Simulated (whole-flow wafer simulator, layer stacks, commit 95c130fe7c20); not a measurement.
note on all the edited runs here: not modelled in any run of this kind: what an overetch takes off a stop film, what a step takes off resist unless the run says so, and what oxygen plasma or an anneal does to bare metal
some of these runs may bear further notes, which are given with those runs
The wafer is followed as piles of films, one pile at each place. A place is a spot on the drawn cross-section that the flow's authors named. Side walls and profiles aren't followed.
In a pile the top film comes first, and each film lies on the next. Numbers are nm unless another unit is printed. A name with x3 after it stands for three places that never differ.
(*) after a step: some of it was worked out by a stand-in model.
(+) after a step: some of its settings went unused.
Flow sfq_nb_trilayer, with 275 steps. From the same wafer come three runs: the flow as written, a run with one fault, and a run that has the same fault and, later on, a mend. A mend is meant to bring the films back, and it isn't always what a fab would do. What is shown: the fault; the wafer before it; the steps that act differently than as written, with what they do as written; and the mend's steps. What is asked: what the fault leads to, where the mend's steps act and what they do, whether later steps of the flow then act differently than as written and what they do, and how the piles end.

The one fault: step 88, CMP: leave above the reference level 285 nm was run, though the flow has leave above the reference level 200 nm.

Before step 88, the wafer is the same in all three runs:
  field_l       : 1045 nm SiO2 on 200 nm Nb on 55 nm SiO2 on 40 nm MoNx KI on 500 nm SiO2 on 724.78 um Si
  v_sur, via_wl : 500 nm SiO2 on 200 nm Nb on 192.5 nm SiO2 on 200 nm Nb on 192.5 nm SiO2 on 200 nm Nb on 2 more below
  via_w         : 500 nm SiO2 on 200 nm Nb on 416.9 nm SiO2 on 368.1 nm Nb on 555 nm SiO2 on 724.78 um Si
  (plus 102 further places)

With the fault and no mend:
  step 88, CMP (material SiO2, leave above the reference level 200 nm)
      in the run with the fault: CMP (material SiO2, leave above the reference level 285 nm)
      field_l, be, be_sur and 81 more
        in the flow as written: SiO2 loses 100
        in the run with the fault: SiO2 loses 15
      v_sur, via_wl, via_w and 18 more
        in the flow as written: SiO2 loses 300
        in the run with the fault: SiO2 loses 215
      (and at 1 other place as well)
  Steps further on in the flow that do not act as written (4 other steps are not shown; they differ only slightly, by no more than 2% or 0.5 nm, whichever is larger):
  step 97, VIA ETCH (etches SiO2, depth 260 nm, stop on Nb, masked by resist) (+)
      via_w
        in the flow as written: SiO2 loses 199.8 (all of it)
        in the run with the fault: SiO2 loses 260
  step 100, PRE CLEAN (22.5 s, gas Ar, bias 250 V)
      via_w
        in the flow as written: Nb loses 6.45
        in the run with the fault: SiO2 loses 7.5
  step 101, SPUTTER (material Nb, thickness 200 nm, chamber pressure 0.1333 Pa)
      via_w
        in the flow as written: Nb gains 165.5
        in the run with the fault: Nb gains 152.6 (new film)
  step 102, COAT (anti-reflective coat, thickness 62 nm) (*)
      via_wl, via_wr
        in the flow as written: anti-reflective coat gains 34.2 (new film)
        in the run with the fault: anti-reflective coat gains 23 (new film)
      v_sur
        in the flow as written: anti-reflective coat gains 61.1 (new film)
        in the run with the fault: anti-reflective coat gains 55.7 (new film)
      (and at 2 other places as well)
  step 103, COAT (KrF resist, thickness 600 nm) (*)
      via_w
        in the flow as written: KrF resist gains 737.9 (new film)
        in the run with the fault: KrF resist gains 794 (new film)
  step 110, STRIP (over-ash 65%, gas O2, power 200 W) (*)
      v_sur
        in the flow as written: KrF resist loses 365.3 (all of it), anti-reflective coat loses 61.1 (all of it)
        in the run with the fault: KrF resist loses 362.3 (all of it), anti-reflective coat loses 55.7 (all of it)
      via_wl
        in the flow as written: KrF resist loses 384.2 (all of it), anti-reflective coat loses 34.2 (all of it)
        in the run with the fault: KrF resist loses 383.9 (all of it), anti-reflective coat loses 23 (all of it)
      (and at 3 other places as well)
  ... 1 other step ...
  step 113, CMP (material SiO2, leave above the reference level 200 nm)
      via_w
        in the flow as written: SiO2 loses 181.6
        in the run with the fault: SiO2 loses 157.1
  The piles end different from the flow's at field_l, v_sur, via_wl and 103 more by more than 2% or 0.5 nm, whichever is larger.
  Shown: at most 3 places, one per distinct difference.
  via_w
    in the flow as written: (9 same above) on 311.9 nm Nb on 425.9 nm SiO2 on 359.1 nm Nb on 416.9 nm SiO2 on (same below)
    in the run with the fault: (9 same above) on 311.9 nm Nb on 500.1 nm SiO2 on 152.6 nm Nb on 17.3 nm SiO2 on 200 nm Nb on 416.9 nm SiO2 on (same below)
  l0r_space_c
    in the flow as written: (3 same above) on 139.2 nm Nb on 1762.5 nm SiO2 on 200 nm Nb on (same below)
    in the run with the fault: (3 same above) on 139.2 nm Nb on 1847.5 nm SiO2 on 200 nm Nb on (same below)
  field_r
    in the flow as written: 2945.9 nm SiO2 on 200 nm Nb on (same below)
    in the run with the fault: 3030.9 nm SiO2 on 200 nm Nb on (same below)

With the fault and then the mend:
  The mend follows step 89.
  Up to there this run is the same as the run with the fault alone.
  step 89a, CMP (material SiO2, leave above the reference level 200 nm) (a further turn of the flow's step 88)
      field_l, v_sur, via_wl and 103 more
        SiO2 loses 85
  None of the later steps of the flow acts differently than as written at any place that is followed.
  By the end, the piles equal the flow's at every place that both follow.
